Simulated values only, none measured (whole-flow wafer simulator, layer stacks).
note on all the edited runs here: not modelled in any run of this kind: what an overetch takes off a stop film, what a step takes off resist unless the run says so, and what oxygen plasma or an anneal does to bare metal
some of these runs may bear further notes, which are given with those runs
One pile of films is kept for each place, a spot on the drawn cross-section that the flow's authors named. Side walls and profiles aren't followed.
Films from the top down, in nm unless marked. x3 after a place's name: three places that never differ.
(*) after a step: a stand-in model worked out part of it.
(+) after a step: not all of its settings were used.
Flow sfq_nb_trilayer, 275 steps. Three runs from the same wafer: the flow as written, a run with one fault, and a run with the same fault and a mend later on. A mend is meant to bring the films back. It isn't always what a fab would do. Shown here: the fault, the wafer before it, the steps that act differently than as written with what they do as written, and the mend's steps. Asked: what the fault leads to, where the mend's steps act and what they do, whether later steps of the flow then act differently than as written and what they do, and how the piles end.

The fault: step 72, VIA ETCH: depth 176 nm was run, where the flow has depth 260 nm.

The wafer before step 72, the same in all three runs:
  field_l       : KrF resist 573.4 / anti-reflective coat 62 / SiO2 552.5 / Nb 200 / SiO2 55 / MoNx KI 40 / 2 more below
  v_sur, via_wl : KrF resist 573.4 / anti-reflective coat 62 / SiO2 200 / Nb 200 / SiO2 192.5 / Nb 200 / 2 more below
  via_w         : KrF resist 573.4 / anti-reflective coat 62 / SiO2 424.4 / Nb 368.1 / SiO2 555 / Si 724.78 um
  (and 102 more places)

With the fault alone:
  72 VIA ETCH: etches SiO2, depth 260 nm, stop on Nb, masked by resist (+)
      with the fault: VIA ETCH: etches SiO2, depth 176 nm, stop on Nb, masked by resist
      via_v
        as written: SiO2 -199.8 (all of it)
        with the fault: SiO2 -176
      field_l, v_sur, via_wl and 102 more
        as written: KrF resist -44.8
        with the fault: KrF resist -30.3
  Later steps of the flow that act differently than as written (3 more steps differ only slightly, by at most 2% or 0.5 nm, whichever is larger, and aren't shown):
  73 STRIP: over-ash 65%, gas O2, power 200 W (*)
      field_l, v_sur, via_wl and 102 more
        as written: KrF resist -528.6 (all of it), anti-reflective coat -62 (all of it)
        with the fault: KrF resist -543.1 (all of it), anti-reflective coat -62 (all of it)
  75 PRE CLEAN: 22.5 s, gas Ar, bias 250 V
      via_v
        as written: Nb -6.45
        with the fault: SiO2 -7.5
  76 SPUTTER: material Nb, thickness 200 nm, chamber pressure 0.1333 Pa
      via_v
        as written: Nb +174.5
        with the fault: Nb +179.2 (new film)
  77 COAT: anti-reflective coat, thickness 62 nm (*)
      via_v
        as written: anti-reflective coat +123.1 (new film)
        with the fault: anti-reflective coat +116.6 (new film)
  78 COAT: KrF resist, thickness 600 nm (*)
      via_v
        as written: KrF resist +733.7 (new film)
        with the fault: KrF resist +716.1 (new film)
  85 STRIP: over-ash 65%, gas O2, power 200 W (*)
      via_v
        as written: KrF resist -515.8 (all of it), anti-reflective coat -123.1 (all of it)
        with the fault: KrF resist -498.2 (all of it), anti-reflective coat -116.6 (all of it)
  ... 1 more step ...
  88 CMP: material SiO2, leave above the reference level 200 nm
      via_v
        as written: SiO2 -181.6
        with the fault: SiO2 -157.1
  At the end the piles differ from the flow's by more than 2% or 0.5 nm, whichever is larger, at via_v.
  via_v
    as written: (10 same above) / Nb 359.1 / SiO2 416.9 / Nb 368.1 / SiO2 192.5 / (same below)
    with the fault: (10 same above) / Nb 359.1 / SiO2 389.4 / Nb 179.2 / SiO2 16.3 / Nb 200 / SiO2 192.5 / (same below)

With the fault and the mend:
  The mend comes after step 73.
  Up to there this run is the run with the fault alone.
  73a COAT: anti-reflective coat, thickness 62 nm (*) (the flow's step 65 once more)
      p4_fl x3, p4_w1 x9, p4_g1 x2 and 63 more
        anti-reflective coat +62 (new film)
      res, r_end, moat and 8 more
        anti-reflective coat +61.8 (new film)
      ce_r, sp_r, be_r, r_sur
        anti-reflective coat +61.7 (new film)
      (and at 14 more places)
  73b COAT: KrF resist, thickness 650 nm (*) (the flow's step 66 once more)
      p4_fl x3, p4_w1 x9, p4_g1 x2 and 63 more
        KrF resist +650 (new film)
      field_r, lsp_l, ln_m5, lsp_m, ln_m6, lsp_r, l0_sur, l0v
        KrF resist +649.6 (new film)
      res, r_end, moat
        KrF resist +649.5 (new film)
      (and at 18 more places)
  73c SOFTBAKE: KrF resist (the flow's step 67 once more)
      changes no film at any place that is followed
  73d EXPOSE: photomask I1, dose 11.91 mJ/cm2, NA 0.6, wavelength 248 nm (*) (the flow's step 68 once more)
      changes no film at any place that is followed
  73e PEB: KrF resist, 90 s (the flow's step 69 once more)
      c5j, ce_r, sp_r and 90 more
        KrF resist -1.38
      field_l, v_sur, via_wl and 7 more
        KrF resist -1.37
      via_wr, be
        KrF resist -1.36
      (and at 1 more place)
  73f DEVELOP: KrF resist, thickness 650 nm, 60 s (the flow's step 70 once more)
      field_l, v_sur, via_wl and 102 more
        KrF resist -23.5
      via_v
        KrF resist -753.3 (all of it)
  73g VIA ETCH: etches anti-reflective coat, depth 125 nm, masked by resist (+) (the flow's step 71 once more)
      field_l, v_sur, via_wl and 102 more
        KrF resist -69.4
      via_v
        anti-reflective coat -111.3 (all of it)
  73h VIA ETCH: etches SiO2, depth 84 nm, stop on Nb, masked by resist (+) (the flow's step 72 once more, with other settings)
      field_l, v_sur, via_wl and 102 more
        KrF resist -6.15
      via_v
        SiO2 -23.8 (all of it)
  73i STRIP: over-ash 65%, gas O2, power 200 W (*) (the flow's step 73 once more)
      p4_fl x3, p4_w1 x9, p4_g1 x2 and 63 more
        KrF resist -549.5 (all of it), anti-reflective coat -62 (all of it)
      moat, field_r, lsp_l, ln_m5, lsp_m, l0v
        KrF resist -549.1 (all of it), anti-reflective coat -61.8 (all of it)
      ln_m6, lsp_r, l0_sur
        KrF resist -549.2 (all of it), anti-reflective coat -61.8 (all of it)
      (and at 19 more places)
  No later step of the flow acts differently than as written, at any place that is followed, by more than 2% or 0.5 nm, whichever is larger.
  At the end the piles differ from the flow's only slightly at the places that both follow, by at most 2% or 0.5 nm, whichever is larger.
